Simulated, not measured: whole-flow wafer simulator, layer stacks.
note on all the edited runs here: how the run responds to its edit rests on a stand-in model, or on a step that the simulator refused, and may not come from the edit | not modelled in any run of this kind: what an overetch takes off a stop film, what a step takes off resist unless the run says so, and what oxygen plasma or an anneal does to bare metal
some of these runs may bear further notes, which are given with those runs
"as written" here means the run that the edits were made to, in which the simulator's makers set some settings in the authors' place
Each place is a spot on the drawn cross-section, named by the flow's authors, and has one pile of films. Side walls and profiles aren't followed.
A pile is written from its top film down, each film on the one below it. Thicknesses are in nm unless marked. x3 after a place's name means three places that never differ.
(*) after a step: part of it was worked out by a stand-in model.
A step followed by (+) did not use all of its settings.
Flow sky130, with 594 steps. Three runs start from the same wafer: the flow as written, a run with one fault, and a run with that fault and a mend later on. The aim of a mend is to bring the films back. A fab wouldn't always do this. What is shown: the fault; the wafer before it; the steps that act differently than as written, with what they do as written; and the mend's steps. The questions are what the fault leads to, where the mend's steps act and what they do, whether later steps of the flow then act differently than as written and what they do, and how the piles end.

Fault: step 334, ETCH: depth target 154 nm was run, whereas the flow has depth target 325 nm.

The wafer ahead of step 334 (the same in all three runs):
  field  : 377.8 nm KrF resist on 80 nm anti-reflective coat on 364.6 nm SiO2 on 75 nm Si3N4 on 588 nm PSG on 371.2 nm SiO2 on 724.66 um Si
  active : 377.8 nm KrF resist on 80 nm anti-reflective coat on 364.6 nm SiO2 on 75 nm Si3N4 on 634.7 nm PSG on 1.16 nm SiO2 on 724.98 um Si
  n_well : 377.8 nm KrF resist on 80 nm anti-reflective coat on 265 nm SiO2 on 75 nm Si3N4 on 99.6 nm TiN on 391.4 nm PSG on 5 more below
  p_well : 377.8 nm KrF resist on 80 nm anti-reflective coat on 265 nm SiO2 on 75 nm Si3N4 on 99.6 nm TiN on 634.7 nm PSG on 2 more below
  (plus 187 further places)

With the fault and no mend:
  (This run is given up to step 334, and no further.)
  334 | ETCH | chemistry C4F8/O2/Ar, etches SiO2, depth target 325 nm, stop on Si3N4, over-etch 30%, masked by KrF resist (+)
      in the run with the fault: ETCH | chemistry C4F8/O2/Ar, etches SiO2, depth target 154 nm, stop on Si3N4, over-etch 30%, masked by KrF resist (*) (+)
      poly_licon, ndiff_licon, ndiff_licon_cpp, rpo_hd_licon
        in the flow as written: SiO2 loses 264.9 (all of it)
        in the run with the fault: SiO2 loses 154
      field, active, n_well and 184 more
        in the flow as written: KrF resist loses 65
        in the run with the fault: KrF resist loses 30.8
  Once step 334 is done, the piles at field, active, n_well and 188 more depart from the flow's by more than 2% or 0.5 nm, whichever is larger.
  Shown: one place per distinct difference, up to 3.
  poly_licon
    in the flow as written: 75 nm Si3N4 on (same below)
    in the run with the fault: 110.9 nm SiO2 on 75 nm Si3N4 on (same below)
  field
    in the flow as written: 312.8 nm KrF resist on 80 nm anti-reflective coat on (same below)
    in the run with the fault: 347 nm KrF resist on 80 nm anti-reflective coat on (same below)

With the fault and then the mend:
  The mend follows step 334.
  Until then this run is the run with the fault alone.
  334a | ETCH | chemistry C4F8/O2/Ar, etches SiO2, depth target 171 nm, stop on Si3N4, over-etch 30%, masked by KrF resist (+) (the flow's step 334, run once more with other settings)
      field, active, n_well and 184 more
        KrF resist loses 34.2
      poly_licon, ndiff_licon, ndiff_licon_cpp, rpo_hd_licon
        SiO2 loses 110.9 (all of it)
  None of the later steps of the flow acts differently than as written at any place that is followed.
  The piles end the same as the flow's at every place that both follow.
